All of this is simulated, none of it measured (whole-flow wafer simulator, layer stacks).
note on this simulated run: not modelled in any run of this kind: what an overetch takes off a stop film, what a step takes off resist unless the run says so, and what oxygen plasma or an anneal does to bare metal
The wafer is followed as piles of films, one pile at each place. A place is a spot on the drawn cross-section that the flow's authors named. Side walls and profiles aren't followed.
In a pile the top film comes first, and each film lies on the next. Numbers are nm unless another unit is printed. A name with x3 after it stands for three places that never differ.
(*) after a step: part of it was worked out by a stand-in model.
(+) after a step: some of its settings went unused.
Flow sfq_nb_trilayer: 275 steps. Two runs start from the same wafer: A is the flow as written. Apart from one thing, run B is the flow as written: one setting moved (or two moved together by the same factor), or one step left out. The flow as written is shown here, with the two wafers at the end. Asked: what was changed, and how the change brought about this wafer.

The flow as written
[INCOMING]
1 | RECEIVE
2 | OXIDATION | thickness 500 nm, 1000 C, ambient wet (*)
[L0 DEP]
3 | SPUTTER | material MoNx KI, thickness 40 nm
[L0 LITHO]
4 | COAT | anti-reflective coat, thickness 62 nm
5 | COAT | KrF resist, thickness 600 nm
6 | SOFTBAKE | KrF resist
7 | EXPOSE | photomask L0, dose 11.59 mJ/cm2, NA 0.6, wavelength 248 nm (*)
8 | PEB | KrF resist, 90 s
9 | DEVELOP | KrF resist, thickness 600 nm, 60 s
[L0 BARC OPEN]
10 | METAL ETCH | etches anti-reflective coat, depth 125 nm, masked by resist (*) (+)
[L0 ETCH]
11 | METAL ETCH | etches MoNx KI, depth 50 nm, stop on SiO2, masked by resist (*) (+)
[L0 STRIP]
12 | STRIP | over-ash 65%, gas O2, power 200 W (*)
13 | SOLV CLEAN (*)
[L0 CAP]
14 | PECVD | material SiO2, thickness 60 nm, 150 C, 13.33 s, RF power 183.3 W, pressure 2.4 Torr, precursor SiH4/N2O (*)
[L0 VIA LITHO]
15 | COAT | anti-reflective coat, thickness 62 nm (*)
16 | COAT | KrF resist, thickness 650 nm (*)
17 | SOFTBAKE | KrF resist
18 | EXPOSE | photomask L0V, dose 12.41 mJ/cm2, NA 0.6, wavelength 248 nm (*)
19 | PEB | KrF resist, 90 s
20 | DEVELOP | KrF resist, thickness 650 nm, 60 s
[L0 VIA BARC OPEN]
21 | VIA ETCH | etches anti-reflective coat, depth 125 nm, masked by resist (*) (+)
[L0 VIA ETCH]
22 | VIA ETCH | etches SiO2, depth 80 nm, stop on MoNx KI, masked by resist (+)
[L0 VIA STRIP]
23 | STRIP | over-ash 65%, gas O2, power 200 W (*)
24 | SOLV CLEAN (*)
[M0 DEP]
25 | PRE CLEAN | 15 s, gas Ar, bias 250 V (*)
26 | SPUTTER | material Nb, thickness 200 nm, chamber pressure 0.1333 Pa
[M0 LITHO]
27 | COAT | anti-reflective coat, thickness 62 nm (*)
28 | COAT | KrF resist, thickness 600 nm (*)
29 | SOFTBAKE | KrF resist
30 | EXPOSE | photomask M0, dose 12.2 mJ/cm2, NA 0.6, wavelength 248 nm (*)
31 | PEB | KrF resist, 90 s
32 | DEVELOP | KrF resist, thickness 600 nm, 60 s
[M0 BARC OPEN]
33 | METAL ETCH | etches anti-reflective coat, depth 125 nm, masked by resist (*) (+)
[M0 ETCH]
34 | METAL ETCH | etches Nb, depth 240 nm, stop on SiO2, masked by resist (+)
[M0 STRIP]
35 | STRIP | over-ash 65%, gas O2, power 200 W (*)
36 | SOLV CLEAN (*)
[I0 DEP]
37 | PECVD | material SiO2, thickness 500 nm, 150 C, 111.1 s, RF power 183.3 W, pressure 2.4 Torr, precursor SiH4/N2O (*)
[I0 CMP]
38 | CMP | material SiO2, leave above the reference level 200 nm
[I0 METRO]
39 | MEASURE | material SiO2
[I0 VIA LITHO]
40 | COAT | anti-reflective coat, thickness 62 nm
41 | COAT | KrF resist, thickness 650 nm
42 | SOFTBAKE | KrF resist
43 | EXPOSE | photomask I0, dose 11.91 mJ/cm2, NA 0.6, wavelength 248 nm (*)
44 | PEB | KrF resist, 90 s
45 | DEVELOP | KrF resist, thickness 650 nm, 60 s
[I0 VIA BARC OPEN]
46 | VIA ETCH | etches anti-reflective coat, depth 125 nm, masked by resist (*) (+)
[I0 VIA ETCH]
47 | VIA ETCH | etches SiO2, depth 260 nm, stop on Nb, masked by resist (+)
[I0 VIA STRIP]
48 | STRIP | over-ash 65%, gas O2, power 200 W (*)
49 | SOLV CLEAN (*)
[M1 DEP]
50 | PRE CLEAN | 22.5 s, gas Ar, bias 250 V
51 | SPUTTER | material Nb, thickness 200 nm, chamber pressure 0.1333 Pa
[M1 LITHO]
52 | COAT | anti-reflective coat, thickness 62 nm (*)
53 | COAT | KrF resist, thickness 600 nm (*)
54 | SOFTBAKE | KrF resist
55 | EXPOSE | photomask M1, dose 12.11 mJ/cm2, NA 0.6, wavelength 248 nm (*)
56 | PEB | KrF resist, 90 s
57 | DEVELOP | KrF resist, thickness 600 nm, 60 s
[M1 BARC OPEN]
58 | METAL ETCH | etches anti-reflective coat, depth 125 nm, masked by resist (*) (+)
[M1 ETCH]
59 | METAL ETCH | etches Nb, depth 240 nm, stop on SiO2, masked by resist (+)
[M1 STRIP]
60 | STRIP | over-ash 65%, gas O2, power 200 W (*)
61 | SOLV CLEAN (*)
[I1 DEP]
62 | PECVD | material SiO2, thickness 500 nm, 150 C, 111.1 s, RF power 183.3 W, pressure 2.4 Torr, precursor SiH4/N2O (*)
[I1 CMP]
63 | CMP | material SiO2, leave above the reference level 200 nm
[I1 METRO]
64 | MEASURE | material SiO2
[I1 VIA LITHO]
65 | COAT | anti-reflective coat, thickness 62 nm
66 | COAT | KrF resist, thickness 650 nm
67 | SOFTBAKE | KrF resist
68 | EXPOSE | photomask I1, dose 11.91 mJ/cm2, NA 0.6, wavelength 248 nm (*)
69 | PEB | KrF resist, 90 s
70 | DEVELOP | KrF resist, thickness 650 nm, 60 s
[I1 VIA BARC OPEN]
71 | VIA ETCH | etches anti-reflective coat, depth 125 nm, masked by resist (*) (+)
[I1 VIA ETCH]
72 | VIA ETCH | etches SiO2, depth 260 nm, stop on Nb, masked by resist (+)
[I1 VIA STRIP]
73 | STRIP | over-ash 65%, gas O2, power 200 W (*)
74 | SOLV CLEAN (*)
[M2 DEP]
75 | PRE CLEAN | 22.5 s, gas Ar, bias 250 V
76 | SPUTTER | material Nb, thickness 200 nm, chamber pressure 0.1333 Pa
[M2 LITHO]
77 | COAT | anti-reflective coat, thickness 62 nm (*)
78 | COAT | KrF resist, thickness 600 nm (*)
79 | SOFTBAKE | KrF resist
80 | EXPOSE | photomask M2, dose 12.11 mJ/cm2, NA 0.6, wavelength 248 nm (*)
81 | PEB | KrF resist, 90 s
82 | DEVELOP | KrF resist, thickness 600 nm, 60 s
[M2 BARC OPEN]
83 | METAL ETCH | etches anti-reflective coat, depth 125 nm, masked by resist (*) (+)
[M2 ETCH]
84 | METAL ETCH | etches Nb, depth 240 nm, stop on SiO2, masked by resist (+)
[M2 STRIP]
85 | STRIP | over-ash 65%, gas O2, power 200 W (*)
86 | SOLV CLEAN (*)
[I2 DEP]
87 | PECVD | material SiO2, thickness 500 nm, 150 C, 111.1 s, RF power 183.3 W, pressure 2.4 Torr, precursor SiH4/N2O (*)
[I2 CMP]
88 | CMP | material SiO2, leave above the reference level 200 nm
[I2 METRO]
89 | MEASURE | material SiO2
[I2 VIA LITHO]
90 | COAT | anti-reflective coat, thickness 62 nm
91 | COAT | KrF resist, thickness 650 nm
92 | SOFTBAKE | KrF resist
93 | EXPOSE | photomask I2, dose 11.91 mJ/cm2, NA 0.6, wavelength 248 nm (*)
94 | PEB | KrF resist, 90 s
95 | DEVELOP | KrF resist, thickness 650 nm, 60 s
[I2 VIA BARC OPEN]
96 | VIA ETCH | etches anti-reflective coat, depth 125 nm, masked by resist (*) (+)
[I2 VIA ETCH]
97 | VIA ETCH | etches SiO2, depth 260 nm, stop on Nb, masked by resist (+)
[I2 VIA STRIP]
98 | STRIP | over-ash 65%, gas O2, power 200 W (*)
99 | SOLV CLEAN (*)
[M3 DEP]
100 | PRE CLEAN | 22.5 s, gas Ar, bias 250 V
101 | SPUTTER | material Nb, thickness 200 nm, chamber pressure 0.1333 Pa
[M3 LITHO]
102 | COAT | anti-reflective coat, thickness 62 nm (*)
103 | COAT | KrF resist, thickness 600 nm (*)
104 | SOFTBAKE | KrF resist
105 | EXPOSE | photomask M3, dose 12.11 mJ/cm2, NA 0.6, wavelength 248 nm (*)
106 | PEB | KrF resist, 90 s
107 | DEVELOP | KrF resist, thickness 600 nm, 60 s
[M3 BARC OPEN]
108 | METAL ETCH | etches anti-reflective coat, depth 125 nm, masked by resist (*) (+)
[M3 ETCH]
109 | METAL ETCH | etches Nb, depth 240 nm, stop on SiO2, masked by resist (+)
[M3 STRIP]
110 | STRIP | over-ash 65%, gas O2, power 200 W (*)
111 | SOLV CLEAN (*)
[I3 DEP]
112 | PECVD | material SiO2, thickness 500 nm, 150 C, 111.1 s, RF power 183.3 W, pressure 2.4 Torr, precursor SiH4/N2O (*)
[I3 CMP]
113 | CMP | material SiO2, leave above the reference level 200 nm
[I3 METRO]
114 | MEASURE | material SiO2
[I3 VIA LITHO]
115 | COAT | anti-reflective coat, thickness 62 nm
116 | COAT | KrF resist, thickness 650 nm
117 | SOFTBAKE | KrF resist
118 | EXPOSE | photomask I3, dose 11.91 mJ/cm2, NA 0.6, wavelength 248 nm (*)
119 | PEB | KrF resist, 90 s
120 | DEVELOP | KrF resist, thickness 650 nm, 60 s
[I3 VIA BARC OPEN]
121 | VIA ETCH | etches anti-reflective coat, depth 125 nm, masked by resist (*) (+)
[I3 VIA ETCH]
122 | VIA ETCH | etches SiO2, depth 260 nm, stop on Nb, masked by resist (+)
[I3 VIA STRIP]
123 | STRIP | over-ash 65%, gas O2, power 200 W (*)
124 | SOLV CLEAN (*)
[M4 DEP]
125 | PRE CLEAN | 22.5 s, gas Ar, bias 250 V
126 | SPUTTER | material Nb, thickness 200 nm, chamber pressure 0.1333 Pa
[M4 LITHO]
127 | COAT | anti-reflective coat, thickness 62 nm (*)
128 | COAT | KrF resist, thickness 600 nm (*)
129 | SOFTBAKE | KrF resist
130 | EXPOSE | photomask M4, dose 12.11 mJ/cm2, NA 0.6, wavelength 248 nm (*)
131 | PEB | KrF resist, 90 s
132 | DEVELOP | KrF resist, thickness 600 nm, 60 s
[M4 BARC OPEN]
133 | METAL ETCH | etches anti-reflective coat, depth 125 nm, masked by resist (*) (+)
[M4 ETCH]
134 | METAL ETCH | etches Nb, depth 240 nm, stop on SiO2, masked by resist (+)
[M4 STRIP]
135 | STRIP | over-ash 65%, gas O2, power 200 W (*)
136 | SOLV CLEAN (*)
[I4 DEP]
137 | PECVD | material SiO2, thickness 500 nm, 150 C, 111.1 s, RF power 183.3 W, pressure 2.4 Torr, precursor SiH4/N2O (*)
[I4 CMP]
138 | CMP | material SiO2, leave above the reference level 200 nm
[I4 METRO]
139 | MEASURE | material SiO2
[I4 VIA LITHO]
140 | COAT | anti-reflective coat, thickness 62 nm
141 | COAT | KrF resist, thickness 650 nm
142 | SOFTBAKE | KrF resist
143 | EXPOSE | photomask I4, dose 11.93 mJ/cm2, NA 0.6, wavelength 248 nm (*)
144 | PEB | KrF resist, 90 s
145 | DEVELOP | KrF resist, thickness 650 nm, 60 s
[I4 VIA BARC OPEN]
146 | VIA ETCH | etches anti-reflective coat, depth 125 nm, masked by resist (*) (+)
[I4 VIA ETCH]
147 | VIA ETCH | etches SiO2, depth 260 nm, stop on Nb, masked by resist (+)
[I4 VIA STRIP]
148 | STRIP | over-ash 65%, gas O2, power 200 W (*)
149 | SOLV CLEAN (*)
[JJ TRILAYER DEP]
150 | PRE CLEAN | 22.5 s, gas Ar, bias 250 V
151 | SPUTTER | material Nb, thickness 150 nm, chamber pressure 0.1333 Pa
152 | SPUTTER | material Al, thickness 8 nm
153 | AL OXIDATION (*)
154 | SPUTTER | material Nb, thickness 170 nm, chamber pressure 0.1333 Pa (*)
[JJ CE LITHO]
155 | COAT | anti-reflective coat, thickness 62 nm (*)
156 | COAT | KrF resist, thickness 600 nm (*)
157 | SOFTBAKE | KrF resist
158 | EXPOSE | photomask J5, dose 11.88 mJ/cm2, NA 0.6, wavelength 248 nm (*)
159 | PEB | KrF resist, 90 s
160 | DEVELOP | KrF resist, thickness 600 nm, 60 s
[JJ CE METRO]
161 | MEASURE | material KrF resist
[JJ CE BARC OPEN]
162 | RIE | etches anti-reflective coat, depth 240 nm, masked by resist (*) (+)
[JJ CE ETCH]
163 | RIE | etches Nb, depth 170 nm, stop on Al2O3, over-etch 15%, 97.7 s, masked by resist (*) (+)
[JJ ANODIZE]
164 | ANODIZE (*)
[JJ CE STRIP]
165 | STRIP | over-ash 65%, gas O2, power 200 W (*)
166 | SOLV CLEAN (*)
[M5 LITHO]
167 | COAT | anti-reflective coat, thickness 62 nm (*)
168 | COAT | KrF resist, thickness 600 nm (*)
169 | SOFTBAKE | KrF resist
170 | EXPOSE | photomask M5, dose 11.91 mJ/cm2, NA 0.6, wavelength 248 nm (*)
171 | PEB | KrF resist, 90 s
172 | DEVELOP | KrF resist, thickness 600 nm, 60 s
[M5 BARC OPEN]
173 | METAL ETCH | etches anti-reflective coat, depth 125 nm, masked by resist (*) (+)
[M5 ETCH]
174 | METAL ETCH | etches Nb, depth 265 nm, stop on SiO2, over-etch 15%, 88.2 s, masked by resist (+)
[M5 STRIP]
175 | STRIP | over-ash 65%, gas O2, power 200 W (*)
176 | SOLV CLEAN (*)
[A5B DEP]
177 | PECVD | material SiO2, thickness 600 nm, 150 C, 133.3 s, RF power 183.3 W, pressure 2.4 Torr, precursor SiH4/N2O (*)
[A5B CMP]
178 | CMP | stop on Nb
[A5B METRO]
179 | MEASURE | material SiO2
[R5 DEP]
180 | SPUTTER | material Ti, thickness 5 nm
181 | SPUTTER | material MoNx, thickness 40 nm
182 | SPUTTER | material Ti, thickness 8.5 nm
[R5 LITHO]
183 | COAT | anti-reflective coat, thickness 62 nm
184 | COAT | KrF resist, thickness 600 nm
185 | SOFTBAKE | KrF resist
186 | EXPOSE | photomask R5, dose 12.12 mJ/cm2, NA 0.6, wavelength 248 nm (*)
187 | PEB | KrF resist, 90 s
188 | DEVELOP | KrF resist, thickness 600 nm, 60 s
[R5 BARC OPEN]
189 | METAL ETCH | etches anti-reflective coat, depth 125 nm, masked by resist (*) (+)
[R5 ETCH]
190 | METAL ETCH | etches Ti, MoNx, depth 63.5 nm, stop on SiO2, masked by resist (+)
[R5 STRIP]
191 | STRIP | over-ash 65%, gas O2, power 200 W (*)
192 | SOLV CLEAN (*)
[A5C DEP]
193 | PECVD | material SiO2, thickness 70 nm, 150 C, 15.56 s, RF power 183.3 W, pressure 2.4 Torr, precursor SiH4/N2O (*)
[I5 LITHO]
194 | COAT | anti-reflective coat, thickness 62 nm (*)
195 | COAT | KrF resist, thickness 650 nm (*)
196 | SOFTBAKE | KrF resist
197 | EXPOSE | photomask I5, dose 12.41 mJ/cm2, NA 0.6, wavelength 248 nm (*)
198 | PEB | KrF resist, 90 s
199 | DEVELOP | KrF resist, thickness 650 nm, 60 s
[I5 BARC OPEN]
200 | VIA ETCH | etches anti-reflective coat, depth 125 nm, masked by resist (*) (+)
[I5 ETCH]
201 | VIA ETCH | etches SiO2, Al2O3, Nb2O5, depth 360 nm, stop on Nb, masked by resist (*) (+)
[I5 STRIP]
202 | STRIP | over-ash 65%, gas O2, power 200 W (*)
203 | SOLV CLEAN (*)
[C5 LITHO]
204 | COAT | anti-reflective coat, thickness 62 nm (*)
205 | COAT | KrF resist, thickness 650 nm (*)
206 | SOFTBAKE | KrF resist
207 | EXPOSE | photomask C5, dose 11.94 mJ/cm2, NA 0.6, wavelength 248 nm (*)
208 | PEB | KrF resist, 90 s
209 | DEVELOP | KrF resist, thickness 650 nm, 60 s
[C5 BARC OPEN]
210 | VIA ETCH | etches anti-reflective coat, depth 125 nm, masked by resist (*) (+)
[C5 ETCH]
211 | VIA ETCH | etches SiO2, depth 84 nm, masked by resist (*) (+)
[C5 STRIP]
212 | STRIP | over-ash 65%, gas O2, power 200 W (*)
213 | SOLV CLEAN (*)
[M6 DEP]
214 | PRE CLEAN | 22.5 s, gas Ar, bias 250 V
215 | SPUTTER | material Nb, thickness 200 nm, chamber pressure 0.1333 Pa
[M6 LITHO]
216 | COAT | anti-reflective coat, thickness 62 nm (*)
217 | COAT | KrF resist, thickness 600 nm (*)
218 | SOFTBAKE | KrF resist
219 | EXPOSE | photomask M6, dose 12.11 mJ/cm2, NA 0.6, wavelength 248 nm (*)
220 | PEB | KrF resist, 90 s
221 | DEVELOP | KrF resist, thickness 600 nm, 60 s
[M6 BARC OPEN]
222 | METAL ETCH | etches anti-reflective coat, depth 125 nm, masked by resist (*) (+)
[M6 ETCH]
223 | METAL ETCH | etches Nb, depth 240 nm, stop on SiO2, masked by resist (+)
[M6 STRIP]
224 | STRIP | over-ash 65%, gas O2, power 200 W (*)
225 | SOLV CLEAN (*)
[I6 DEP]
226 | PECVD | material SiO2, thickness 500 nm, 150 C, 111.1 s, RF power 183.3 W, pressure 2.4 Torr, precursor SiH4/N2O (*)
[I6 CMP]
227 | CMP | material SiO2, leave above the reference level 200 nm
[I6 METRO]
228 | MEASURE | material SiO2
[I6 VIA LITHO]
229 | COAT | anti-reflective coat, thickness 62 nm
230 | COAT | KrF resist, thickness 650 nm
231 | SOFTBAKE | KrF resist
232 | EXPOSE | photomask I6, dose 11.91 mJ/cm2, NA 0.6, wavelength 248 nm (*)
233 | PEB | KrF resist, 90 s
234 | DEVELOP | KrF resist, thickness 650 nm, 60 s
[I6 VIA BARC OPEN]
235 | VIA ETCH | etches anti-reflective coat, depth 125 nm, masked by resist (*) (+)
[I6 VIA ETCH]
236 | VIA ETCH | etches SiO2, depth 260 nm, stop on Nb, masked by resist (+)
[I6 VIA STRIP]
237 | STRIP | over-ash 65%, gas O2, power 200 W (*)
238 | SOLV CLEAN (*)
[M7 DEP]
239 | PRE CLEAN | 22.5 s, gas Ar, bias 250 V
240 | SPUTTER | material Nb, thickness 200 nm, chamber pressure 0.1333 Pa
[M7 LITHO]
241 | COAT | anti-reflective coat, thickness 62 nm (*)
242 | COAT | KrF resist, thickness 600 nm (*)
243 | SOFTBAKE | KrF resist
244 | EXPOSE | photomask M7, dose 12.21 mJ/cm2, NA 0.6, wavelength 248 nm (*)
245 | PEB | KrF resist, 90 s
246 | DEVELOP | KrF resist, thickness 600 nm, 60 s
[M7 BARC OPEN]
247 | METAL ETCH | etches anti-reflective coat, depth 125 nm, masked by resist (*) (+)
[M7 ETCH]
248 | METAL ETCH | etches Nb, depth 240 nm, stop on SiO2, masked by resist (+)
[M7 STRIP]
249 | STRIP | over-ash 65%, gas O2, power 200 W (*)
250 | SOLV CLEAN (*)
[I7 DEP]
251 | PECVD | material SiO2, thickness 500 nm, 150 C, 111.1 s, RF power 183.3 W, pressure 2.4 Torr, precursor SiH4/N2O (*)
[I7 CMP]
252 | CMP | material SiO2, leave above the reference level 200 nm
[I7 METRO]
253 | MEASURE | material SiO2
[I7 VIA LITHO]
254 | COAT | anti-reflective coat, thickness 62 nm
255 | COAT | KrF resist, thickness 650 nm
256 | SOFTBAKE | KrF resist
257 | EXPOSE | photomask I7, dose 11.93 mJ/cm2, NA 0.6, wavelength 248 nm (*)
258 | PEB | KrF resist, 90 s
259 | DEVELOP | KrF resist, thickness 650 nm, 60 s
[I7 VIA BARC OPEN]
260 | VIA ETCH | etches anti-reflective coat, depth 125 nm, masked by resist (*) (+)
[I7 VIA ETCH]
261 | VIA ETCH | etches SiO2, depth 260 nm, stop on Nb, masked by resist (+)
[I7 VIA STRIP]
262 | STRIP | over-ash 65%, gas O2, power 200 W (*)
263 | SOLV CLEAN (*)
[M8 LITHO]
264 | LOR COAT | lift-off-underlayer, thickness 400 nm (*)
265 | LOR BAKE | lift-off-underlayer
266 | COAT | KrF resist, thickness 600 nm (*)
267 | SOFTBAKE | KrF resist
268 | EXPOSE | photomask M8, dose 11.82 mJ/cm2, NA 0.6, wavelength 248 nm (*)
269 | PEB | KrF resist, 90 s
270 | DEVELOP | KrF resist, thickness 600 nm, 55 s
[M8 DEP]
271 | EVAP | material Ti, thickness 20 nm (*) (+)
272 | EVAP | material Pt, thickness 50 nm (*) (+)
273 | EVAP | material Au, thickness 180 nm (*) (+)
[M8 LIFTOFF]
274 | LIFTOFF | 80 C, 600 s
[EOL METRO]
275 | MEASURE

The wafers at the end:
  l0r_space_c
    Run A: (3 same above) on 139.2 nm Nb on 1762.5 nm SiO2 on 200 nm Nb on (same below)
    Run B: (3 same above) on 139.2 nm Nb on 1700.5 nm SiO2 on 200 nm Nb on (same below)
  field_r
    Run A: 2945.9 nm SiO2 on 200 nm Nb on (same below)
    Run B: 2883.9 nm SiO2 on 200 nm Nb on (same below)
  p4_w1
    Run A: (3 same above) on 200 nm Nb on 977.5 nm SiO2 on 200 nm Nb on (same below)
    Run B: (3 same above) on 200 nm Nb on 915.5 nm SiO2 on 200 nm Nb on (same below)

The reason: step 88, CMP: leave above the reference level 138 nm was run, though the flow has leave above the reference level 200 nm.

The path from the change to this, step by step:
  88 | CMP | material SiO2, leave above the reference level 200 nm
      field_l, be, be_sur and 81 more: A -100 SiO2 | B -162 SiO2
      v_sur, via_wl, via_w and 18 more: A -300 SiO2 | B -362 SiO2
      (also at 1 further place)
  97 | VIA ETCH | etches SiO2, depth 260 nm, stop on Nb, masked by resist (+)
      field_l, v_sur, via_wl and 102 more: A -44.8 KrF resist | B -35.6 KrF resist
      via_w: A -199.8 SiO2 (all of it) | B -137.8 SiO2 (all of it)
  101 | SPUTTER | material Nb, thickness 200 nm, chamber pressure 0.1333 Pa
      via_w: A +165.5 Nb | B +179.2 Nb
  102 | COAT | anti-reflective coat, thickness 62 nm (*)
      via_wl, via_wr: A +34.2 anti-reflective coat (new film) | B +35.4 anti-reflective coat (new film)
      via_w: A +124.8 anti-reflective coat (new film) | B +110.2 anti-reflective coat (new film)
  103 | COAT | KrF resist, thickness 600 nm (*)
      via_w: A +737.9 KrF resist (new film) | B +686.7 KrF resist (new film)
  110 | STRIP | over-ash 65%, gas O2, power 200 W (*)
      via_wl, via_wr: A -384.2 KrF resist (all of it), -34.2 anti-reflective coat (all of it) | B -390.6 KrF resist (all of it), -35.4 anti-reflective coat (all of it)
      via_w: A -520 KrF resist (all of it), -124.8 anti-reflective coat (all of it) | B -468.9 KrF resist (all of it), -110.2 anti-reflective coat (all of it)
  112 | PECVD | material SiO2, thickness 500 nm, 150 C, 111.1 s, RF power 183.3 W, pressure 2.4 Torr, precursor SiH4/N2O (*)
      via_w: A +615 SiO2 (new film) | B +514.8 SiO2 (new film)
  113 | CMP | material SiO2, leave above the reference level 200 nm
      via_w: A -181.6 SiO2 | B -157.1 SiO2
